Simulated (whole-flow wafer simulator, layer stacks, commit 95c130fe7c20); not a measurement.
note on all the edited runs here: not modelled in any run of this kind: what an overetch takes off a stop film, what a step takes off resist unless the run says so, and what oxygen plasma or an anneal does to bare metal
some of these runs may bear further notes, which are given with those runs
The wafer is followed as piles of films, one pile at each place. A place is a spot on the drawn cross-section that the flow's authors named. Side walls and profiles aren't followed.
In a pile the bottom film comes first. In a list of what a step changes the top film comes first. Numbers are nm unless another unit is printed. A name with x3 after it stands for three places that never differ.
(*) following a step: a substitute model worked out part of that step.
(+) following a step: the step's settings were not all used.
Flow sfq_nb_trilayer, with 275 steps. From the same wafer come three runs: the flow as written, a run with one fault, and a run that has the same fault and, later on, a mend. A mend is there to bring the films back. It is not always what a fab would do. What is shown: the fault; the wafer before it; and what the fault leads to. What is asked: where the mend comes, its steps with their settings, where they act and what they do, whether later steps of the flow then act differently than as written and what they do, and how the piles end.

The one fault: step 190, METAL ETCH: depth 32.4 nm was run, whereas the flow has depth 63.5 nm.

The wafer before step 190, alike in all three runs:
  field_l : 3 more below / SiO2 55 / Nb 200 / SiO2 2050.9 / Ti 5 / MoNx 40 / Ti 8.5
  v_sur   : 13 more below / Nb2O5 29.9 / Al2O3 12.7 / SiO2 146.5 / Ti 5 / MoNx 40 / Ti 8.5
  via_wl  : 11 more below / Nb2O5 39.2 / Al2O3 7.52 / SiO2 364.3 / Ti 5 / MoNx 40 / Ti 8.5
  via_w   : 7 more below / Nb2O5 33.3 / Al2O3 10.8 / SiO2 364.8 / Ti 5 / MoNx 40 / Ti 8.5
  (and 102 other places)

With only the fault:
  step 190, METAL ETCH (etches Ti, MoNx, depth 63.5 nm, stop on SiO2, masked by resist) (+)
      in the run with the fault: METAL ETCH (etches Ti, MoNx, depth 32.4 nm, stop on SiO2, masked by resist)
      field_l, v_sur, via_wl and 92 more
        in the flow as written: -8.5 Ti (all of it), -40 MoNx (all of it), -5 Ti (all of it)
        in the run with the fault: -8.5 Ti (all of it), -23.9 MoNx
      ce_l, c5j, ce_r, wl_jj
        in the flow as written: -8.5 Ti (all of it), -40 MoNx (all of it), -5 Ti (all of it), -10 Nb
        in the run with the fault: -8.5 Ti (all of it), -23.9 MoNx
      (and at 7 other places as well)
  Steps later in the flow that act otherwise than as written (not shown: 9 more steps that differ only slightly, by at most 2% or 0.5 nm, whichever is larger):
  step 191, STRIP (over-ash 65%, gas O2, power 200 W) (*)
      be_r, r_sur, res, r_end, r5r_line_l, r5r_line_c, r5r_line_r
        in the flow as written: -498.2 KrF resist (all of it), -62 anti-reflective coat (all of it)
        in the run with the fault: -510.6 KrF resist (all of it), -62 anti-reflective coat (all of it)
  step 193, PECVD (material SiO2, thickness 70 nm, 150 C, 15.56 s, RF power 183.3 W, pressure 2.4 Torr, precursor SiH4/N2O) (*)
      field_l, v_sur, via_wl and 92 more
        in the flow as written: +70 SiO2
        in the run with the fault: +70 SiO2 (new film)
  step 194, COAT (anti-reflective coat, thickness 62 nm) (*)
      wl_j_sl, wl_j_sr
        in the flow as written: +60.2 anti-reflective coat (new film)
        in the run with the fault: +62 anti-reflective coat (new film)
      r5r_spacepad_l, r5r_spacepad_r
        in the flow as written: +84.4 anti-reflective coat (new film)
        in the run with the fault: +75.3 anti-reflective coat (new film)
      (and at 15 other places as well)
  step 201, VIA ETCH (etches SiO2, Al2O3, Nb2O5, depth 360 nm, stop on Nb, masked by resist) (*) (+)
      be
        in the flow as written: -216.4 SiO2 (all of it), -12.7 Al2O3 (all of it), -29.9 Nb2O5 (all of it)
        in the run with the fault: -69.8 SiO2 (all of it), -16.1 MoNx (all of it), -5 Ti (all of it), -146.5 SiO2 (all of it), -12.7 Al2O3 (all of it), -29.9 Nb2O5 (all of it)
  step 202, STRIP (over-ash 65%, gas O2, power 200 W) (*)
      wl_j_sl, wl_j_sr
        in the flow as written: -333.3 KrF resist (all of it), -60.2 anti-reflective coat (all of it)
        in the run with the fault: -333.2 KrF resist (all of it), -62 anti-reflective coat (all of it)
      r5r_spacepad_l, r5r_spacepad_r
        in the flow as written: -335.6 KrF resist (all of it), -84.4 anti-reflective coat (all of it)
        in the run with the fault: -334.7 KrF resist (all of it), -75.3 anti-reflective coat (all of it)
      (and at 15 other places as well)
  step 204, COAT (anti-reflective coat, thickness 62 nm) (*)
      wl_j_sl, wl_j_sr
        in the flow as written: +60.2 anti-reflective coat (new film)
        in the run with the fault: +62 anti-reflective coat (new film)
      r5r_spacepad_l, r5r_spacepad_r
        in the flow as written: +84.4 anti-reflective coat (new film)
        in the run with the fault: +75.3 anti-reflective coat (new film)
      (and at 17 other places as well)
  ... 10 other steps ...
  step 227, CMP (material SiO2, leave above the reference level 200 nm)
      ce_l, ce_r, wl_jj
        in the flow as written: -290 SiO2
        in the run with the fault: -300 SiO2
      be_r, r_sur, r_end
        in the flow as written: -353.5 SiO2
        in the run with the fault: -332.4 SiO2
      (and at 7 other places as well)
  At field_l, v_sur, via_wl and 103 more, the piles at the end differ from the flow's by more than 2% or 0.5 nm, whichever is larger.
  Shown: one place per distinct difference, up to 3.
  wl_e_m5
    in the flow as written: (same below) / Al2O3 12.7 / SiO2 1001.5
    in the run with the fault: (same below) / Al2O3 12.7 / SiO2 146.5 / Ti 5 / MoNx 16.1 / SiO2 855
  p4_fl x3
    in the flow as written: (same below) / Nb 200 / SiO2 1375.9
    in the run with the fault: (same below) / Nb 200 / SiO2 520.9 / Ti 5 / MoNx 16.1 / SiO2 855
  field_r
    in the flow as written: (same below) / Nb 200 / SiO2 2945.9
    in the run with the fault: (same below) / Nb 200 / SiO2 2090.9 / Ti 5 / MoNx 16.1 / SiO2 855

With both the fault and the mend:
  The mend stands after step 190.
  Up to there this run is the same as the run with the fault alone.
  step 190a, METAL ETCH (etches Ti, MoNx, depth 31.1 nm, stop on SiO2, masked by resist) (+) (a further turn of the flow's step 190, with different settings)
      field_l, v_sur, via_wl and 92 more
        -16.1 MoNx (all of it), -5 Ti (all of it)
      be_r, r_sur, res, r_end, r5r_line_l, r5r_line_c, r5r_line_r
        -12.4 KrF resist
      ce_l, c5j, ce_r, wl_jj
        -16.1 MoNx (all of it), -5 Ti (all of it), -10 Nb
  Later steps of the flow that are run all act as written at every place that is followed.
  At every place that both follow, the piles at the end match the flow's.
